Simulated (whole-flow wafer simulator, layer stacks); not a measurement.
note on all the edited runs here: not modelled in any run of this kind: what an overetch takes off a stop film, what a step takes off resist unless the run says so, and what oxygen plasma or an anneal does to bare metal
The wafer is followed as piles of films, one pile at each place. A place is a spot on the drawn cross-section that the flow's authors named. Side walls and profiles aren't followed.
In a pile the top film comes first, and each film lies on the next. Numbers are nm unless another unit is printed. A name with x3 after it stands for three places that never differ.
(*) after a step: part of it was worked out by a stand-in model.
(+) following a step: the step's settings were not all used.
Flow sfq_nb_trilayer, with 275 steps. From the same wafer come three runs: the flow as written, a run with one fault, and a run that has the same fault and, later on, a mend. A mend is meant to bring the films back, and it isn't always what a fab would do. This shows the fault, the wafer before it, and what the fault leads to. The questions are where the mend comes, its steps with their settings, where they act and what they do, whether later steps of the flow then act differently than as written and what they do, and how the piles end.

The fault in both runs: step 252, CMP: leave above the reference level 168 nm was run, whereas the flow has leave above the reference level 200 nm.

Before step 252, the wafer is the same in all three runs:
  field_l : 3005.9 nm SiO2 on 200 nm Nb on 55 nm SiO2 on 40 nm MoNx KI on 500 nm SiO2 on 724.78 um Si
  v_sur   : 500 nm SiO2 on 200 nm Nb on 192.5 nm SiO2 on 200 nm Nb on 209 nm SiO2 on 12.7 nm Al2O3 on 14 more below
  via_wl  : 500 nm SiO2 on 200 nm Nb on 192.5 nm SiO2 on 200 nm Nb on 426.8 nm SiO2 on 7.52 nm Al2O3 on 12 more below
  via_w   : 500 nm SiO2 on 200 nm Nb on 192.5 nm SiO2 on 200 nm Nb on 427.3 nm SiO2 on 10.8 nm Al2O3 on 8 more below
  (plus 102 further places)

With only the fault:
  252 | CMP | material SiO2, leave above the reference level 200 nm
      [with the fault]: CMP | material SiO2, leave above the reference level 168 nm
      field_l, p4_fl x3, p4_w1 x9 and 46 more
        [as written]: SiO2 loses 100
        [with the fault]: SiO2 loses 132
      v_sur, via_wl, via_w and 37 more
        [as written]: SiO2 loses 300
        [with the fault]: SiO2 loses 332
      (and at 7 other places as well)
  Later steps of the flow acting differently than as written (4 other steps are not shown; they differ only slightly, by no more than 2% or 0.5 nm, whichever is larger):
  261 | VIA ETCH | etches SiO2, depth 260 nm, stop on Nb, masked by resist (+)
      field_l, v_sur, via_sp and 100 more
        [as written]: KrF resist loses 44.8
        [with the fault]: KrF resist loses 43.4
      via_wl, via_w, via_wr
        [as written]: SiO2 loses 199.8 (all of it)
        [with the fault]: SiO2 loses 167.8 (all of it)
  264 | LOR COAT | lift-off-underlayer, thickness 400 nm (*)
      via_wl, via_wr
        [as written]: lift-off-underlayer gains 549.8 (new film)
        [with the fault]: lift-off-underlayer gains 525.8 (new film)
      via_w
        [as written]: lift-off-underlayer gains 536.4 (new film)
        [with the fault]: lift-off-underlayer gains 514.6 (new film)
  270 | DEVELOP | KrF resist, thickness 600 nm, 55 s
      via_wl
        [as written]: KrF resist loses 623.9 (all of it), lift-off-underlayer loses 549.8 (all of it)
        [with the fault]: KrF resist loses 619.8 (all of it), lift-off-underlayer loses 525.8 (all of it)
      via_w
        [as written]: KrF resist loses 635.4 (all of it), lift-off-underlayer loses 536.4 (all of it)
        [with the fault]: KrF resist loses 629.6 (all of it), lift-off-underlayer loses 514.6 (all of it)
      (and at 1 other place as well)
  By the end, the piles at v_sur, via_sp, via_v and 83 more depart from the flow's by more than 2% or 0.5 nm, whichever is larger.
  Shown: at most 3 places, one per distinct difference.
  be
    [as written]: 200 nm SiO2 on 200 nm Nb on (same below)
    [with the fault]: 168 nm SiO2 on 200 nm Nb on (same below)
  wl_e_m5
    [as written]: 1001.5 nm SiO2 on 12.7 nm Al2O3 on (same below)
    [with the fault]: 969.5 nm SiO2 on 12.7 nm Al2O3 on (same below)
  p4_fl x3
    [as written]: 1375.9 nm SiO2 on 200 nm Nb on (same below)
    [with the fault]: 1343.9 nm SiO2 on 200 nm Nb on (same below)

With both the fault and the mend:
  The mend stands after step 253.
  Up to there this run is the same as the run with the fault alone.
  253a | PECVD | material SiO2, thickness 32 nm, 150 C, 7.111 s, RF power 183.3 W, pressure 2.4 Torr, precursor SiH4/N2O (the flow's step 251 again, with other settings)
      field_l, v_sur, via_wl and 103 more
        SiO2 gains 32
  None of the later steps of the flow acts differently than as written at any place that is followed.
  At every place that both follow, the piles at the end match the flow's.
